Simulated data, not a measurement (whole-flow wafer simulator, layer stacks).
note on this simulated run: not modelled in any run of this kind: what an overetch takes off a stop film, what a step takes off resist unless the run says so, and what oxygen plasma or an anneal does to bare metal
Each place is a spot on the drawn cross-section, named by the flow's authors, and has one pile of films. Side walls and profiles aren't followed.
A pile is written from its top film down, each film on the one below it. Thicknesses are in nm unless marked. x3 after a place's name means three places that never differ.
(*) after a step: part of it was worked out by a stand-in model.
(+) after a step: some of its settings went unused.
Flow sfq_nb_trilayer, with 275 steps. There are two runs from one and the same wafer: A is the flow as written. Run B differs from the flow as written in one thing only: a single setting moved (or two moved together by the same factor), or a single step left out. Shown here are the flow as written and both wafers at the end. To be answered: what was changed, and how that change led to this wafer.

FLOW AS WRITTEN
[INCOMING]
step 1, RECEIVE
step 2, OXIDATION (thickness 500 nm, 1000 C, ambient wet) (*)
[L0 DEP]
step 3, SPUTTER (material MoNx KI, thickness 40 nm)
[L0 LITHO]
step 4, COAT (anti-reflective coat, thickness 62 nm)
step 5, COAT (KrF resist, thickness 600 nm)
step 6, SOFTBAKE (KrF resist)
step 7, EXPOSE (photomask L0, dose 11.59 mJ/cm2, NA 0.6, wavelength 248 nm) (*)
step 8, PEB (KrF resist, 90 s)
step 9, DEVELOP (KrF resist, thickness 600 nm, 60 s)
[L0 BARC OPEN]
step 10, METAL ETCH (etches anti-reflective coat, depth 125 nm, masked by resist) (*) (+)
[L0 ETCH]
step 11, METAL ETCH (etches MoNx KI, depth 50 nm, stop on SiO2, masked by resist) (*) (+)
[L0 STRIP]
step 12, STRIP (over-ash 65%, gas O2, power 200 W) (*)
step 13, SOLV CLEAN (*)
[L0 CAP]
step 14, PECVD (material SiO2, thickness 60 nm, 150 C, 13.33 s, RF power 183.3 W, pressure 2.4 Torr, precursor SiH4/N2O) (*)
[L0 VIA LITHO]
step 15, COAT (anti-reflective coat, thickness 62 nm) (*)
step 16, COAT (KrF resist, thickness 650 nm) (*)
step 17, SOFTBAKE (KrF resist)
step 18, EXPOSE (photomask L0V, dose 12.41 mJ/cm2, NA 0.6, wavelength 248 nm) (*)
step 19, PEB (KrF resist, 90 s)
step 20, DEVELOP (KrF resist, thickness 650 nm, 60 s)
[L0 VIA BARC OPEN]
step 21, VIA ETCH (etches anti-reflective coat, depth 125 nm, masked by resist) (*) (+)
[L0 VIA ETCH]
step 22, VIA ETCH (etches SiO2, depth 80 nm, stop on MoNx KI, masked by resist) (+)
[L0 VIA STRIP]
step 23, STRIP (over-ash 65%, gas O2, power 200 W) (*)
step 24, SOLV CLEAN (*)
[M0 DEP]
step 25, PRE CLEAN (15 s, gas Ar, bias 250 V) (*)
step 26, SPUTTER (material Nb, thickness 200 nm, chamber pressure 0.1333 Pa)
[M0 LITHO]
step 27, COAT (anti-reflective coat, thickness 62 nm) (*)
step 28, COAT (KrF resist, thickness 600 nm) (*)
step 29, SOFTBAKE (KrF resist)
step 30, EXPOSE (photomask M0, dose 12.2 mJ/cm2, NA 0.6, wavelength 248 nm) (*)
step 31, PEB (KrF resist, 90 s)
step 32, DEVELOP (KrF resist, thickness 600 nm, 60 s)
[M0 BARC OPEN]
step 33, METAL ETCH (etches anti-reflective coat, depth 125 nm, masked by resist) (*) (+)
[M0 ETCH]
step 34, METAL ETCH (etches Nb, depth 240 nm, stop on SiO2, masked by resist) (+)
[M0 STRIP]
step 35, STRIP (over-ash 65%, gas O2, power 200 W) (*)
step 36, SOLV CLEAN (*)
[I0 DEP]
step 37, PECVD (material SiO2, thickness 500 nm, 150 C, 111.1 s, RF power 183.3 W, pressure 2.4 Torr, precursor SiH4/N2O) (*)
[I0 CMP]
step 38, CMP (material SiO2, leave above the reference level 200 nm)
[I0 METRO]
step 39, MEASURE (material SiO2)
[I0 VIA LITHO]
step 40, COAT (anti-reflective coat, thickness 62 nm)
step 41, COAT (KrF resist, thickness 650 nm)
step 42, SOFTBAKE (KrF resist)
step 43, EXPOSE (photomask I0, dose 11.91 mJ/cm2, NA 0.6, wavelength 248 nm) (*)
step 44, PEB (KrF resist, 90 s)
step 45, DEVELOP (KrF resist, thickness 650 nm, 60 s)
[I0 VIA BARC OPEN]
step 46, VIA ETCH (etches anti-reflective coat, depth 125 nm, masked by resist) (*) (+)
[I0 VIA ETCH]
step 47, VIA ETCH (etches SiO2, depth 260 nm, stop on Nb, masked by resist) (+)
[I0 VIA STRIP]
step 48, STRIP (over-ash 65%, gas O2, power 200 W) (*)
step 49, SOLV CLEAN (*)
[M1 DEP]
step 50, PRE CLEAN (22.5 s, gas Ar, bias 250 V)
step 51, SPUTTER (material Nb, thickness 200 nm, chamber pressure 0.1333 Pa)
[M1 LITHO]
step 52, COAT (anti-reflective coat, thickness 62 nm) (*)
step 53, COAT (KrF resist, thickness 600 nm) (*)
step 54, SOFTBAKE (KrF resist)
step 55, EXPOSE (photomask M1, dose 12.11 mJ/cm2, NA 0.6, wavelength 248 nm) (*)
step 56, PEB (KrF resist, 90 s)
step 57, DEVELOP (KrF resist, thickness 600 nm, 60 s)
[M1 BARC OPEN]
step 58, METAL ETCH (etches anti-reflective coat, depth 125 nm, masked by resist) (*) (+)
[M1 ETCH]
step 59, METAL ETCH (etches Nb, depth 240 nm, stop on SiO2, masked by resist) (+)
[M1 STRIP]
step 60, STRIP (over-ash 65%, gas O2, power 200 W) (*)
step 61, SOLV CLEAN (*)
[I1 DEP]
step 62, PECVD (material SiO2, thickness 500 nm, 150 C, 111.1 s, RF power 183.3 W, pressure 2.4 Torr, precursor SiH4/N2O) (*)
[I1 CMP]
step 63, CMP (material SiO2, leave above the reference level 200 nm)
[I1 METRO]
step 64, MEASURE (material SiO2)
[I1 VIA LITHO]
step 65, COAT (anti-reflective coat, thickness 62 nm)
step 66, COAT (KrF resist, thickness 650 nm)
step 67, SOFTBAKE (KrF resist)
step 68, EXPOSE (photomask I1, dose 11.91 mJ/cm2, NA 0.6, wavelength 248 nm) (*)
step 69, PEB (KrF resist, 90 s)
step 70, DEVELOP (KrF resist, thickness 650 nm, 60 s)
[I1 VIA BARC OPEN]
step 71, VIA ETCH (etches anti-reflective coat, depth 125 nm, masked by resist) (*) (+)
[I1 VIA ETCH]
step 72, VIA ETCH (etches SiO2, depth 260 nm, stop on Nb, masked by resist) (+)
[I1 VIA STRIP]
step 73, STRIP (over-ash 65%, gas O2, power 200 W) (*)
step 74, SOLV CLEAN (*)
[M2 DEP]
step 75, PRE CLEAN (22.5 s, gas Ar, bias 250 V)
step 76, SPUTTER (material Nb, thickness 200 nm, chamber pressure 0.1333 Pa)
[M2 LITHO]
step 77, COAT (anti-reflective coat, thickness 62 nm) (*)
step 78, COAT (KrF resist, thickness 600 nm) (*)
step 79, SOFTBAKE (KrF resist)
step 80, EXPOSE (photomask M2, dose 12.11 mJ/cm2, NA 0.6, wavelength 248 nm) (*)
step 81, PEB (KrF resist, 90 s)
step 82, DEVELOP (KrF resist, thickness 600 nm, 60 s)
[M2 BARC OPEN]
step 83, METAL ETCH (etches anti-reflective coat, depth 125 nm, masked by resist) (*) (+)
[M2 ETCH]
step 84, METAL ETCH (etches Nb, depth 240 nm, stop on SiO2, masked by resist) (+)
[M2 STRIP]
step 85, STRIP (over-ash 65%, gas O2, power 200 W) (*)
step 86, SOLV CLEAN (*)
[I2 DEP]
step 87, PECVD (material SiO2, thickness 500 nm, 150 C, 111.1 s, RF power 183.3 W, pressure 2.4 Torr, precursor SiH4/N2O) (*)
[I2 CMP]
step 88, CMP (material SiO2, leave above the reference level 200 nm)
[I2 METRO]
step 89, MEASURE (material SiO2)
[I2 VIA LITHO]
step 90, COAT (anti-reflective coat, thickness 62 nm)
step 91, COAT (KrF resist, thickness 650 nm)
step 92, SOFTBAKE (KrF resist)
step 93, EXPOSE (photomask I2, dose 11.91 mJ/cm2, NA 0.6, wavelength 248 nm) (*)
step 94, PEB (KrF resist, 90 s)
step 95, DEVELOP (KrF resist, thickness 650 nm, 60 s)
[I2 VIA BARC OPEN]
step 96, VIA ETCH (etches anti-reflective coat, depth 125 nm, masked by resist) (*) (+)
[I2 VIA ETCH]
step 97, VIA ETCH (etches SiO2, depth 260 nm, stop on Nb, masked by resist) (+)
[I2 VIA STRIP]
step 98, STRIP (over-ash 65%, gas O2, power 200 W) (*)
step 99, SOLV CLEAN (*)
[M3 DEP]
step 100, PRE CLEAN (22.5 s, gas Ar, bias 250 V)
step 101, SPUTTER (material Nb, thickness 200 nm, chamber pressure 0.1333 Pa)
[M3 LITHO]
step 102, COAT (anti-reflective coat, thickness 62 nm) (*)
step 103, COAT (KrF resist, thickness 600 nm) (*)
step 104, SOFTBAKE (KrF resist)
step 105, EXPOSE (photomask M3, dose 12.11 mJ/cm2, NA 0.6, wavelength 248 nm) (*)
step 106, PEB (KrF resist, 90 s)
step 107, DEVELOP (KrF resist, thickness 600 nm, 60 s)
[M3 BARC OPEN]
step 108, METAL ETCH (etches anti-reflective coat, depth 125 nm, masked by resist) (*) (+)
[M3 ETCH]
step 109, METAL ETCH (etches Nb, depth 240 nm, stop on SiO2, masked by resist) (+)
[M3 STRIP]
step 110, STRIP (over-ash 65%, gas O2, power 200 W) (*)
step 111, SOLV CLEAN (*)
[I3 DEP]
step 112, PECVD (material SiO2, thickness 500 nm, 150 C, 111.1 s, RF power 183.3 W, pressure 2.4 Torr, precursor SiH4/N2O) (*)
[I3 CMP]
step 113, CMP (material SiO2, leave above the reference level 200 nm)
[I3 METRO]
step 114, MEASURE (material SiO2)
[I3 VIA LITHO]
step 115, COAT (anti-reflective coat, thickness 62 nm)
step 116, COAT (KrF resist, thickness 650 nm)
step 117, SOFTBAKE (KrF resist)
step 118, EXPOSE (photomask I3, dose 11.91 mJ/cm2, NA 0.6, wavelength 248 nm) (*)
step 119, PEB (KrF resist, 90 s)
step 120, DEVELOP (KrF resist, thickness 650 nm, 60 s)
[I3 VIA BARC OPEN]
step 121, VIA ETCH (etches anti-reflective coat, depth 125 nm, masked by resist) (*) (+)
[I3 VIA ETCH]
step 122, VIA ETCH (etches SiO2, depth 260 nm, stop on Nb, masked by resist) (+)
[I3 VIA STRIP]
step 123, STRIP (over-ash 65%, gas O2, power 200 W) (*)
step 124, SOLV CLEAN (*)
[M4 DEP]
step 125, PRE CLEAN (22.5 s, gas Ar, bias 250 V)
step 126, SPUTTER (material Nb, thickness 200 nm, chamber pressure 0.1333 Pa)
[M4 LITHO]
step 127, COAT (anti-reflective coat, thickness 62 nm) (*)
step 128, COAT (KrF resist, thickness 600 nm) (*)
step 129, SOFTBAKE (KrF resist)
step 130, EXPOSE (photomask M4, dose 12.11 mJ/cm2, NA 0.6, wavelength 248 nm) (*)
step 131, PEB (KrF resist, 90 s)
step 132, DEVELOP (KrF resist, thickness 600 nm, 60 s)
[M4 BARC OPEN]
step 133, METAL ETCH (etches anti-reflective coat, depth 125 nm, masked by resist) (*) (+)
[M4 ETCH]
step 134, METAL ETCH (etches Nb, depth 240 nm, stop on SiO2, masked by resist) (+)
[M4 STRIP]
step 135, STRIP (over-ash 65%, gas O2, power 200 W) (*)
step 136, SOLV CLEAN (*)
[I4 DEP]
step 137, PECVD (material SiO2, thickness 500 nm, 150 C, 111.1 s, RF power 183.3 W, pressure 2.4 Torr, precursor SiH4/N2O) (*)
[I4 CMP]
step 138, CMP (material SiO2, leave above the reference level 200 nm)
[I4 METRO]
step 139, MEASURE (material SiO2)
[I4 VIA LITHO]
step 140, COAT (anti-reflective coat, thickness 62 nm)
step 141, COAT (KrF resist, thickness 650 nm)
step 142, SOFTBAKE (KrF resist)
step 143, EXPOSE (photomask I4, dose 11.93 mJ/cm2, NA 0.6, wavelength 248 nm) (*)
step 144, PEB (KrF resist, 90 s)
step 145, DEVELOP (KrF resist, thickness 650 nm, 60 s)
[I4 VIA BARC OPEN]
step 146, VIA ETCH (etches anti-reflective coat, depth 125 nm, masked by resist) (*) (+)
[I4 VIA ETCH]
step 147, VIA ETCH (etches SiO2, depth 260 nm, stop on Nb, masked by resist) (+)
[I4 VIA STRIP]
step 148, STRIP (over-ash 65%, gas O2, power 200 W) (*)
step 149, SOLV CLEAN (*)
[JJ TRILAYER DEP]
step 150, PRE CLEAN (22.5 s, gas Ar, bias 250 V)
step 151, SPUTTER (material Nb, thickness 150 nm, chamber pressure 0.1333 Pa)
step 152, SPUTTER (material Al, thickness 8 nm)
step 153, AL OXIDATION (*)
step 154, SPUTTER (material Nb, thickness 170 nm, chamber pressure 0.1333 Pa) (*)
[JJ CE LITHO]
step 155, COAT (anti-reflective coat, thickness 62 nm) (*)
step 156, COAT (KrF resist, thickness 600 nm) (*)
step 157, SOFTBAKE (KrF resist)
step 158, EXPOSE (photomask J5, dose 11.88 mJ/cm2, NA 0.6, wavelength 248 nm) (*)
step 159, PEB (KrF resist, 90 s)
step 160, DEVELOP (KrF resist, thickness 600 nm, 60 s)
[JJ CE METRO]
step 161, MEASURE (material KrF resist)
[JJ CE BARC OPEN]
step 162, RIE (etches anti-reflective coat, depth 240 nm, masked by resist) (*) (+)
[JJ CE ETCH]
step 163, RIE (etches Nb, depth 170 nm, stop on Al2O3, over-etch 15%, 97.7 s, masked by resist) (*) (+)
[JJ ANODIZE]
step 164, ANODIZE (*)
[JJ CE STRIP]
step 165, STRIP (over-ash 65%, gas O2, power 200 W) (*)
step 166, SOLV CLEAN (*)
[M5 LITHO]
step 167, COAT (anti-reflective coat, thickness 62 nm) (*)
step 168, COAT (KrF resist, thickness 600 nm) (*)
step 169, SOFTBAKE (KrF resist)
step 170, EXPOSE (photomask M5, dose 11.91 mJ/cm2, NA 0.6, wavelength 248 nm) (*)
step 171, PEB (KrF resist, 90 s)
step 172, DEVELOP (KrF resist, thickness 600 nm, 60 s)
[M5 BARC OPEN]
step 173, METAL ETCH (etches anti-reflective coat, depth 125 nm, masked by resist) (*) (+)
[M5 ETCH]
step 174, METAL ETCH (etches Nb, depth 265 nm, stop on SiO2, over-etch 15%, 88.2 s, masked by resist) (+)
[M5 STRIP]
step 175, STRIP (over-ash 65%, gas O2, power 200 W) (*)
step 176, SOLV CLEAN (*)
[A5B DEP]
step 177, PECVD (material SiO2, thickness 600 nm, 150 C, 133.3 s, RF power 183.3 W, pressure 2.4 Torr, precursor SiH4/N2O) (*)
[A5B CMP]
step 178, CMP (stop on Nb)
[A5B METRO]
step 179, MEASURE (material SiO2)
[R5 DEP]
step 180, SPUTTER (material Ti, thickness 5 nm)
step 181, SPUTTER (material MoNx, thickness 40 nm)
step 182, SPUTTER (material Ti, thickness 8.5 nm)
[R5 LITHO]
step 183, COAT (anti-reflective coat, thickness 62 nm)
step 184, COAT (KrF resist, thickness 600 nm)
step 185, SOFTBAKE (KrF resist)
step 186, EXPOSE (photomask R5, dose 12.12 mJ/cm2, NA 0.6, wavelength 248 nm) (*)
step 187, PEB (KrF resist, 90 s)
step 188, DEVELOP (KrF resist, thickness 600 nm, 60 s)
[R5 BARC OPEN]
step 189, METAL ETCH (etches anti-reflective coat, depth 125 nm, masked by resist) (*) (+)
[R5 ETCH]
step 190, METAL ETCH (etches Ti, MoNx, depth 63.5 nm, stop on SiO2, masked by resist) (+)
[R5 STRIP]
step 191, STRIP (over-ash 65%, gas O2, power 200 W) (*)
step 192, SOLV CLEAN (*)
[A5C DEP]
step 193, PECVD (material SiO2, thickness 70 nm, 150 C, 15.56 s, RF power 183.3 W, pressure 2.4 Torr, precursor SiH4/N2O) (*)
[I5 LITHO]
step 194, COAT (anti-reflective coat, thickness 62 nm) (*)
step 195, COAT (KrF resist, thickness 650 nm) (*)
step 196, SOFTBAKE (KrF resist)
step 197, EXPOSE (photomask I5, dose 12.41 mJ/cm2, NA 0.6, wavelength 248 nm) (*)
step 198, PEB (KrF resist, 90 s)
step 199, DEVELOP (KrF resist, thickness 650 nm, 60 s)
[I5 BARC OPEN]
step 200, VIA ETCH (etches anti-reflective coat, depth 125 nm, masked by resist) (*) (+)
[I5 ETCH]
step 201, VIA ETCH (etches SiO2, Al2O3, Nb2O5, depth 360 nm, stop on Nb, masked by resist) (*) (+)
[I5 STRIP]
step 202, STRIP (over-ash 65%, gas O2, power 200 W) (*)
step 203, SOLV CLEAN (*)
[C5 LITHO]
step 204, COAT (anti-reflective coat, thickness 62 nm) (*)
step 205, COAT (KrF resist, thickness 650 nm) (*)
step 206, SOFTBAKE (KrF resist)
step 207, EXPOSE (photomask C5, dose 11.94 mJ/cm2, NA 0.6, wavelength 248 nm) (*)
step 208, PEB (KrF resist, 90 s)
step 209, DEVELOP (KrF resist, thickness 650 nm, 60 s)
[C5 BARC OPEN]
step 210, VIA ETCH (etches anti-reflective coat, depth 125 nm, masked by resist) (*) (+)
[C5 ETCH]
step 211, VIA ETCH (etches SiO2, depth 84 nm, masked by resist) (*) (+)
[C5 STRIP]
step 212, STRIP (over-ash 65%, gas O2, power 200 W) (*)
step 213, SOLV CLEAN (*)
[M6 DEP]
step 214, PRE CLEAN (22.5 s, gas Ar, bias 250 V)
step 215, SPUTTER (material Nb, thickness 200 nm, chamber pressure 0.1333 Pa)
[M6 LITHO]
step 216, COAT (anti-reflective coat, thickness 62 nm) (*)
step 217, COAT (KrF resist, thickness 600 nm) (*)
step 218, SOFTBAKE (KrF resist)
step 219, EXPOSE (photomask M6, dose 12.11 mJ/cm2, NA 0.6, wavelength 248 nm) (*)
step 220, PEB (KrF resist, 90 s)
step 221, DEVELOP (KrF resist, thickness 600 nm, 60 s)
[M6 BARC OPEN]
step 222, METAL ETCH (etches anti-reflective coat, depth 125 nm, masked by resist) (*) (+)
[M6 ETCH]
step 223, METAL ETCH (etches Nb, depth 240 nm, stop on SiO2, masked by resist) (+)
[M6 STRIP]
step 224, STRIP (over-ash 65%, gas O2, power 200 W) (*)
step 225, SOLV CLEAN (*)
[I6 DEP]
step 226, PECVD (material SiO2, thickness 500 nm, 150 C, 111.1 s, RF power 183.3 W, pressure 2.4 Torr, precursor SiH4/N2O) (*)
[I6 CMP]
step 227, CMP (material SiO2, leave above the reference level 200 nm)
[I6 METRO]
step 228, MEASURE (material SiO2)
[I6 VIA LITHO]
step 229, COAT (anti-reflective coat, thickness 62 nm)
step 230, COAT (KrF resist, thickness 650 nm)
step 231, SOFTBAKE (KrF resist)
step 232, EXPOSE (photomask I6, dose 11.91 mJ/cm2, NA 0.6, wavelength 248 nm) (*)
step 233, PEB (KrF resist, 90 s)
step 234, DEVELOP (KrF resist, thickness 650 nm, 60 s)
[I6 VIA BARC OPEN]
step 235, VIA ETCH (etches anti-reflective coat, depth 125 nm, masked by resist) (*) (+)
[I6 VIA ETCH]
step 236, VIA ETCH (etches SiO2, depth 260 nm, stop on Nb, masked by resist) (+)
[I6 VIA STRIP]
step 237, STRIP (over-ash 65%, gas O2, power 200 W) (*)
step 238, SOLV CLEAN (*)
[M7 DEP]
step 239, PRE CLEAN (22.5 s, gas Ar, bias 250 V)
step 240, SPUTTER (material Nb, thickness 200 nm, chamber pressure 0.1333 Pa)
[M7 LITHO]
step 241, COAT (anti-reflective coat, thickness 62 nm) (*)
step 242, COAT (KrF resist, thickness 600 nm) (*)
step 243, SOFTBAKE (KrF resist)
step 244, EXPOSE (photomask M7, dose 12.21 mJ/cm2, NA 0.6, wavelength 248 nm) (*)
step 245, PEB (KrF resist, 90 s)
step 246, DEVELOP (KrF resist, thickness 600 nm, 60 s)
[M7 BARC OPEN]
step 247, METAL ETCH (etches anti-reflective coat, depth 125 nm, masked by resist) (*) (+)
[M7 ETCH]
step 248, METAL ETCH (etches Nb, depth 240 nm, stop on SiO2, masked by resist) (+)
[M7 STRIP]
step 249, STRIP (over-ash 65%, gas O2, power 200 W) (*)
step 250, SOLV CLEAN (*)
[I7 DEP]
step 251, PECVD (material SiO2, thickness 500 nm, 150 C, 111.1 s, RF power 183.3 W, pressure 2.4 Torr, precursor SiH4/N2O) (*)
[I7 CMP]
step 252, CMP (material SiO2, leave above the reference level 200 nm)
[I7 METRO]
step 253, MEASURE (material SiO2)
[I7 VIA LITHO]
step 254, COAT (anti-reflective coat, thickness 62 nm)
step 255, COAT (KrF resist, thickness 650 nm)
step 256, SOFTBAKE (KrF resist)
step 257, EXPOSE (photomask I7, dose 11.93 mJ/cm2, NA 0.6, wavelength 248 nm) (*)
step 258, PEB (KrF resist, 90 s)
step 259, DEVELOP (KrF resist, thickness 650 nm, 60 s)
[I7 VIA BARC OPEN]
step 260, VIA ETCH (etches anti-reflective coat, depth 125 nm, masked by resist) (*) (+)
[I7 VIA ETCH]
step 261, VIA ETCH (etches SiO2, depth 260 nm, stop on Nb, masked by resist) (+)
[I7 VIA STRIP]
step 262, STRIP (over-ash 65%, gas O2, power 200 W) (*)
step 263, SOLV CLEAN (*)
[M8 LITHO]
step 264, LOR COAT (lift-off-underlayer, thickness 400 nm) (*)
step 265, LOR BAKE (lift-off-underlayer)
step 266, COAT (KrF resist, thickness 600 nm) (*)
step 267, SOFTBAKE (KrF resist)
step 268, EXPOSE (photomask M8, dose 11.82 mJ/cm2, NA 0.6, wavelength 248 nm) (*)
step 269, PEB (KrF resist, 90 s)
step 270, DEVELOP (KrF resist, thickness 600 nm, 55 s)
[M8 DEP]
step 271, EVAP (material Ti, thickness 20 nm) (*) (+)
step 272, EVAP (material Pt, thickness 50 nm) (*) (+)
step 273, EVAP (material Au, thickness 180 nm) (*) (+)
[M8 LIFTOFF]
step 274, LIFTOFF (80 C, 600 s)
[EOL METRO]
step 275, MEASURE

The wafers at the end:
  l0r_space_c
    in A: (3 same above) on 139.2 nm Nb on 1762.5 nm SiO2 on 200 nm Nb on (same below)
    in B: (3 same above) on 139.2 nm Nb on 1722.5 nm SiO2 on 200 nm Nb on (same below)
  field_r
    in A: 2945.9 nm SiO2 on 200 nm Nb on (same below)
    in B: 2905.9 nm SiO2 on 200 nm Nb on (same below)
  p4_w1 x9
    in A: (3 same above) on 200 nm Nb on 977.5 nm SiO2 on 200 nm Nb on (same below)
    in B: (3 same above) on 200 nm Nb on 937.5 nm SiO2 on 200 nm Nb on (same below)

What caused this: step 51, SPUTTER: thickness 160 nm was run, though the flow has thickness 200 nm.

The path from the change to this, step by step:
  step 51, SPUTTER (material Nb, thickness 200 nm, chamber pressure 0.1333 Pa)
      field_l, v_sur, via_wl and 102 more: A +200 Nb (new film) | B +160 Nb (new film)
      via_w: A +174.5 Nb | B +140.1 Nb
  step 52, COAT (anti-reflective coat, thickness 62 nm) (*)
      via_wr: A +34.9 anti-reflective coat (new film) | B +33.8 anti-reflective coat (new film)
  step 59, METAL ETCH (etches Nb, depth 240 nm, stop on SiO2, masked by resist) (+)
      field_l, be, be_sur and 79 more: A -200 Nb (all of it) | B -160 Nb (all of it)
  step 60, STRIP (over-ash 65%, gas O2, power 200 W) (*)
      via_wr: A -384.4 KrF resist (all of it), -34.9 anti-reflective coat (all of it) | B -385.9 KrF resist (all of it), -33.8 anti-reflective coat (all of it)
  step 62, PECVD (material SiO2, thickness 500 nm, 150 C, 111.1 s, RF power 183.3 W, pressure 2.4 Torr, precursor SiH4/N2O) (*)
      wl_d_sl, wl_d_sr: A +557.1 SiO2 | B +517.1 SiO2
  step 63, CMP (material SiO2, leave above the reference level 200 nm)
      field_l, be, be_sur and 72 more: A -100 SiO2 | B -140 SiO2
      lsp_m, ln_m6, lsp_r, l0_sur, l0v: A -94.9 SiO2 | B -140 SiO2
      (also at 1 further place)
